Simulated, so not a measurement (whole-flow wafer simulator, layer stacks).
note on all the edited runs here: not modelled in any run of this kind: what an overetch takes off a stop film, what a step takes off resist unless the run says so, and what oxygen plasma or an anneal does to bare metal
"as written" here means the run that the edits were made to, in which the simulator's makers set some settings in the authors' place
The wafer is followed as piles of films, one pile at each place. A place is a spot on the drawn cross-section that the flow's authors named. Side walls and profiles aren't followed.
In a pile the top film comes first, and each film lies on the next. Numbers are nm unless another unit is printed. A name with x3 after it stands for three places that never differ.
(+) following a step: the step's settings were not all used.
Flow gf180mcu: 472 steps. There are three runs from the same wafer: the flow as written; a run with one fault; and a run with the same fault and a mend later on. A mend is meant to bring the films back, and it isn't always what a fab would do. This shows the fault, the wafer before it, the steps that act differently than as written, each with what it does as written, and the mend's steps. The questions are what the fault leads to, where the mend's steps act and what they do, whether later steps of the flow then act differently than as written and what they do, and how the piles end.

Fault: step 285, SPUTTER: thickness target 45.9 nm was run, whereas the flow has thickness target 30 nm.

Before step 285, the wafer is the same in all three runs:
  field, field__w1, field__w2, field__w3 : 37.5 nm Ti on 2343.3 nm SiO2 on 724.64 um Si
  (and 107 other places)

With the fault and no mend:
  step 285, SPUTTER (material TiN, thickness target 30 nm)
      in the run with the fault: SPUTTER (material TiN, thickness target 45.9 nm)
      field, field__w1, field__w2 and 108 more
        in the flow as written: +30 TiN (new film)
        in the run with the fault: +45.9 TiN (new film)
  Later steps of the flow acting differently than as written:
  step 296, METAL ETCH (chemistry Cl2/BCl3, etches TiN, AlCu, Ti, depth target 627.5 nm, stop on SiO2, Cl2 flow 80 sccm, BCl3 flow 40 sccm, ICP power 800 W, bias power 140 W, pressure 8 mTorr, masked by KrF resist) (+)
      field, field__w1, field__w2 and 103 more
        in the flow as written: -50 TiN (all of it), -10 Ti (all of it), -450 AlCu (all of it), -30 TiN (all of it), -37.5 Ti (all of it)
        in the run with the fault: -50 TiN (all of it), -10 Ti (all of it), -450 AlCu (all of it), -45.9 TiN (all of it), -37.5 Ti (all of it)
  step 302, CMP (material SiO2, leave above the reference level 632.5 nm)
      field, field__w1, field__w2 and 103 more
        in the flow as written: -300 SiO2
        in the run with the fault: -284.1 SiO2
  At field__w8, contact, m1, m1__w1, m1_nw, the piles at the end differ from the flow's by more than 2% or 0.5 nm, whichever is larger.
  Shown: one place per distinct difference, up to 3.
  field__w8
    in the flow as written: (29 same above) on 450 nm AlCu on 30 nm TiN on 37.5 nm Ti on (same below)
    in the run with the fault: (29 same above) on 450 nm AlCu on 45.9 nm TiN on 37.5 nm Ti on (same below)
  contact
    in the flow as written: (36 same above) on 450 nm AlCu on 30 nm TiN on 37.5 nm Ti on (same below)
    in the run with the fault: (36 same above) on 450 nm AlCu on 45.9 nm TiN on 37.5 nm Ti on (same below)

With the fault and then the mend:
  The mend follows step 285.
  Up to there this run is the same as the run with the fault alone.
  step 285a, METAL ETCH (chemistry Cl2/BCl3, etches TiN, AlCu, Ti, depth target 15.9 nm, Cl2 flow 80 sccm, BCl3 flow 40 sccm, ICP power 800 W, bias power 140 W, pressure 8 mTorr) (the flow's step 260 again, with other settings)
      field, field__w1, field__w2 and 108 more
        -15.9 TiN
  None of the later steps of the flow acts differently than as written at any place that is followed.
  The piles end the same as the flow's at every place that both follow.
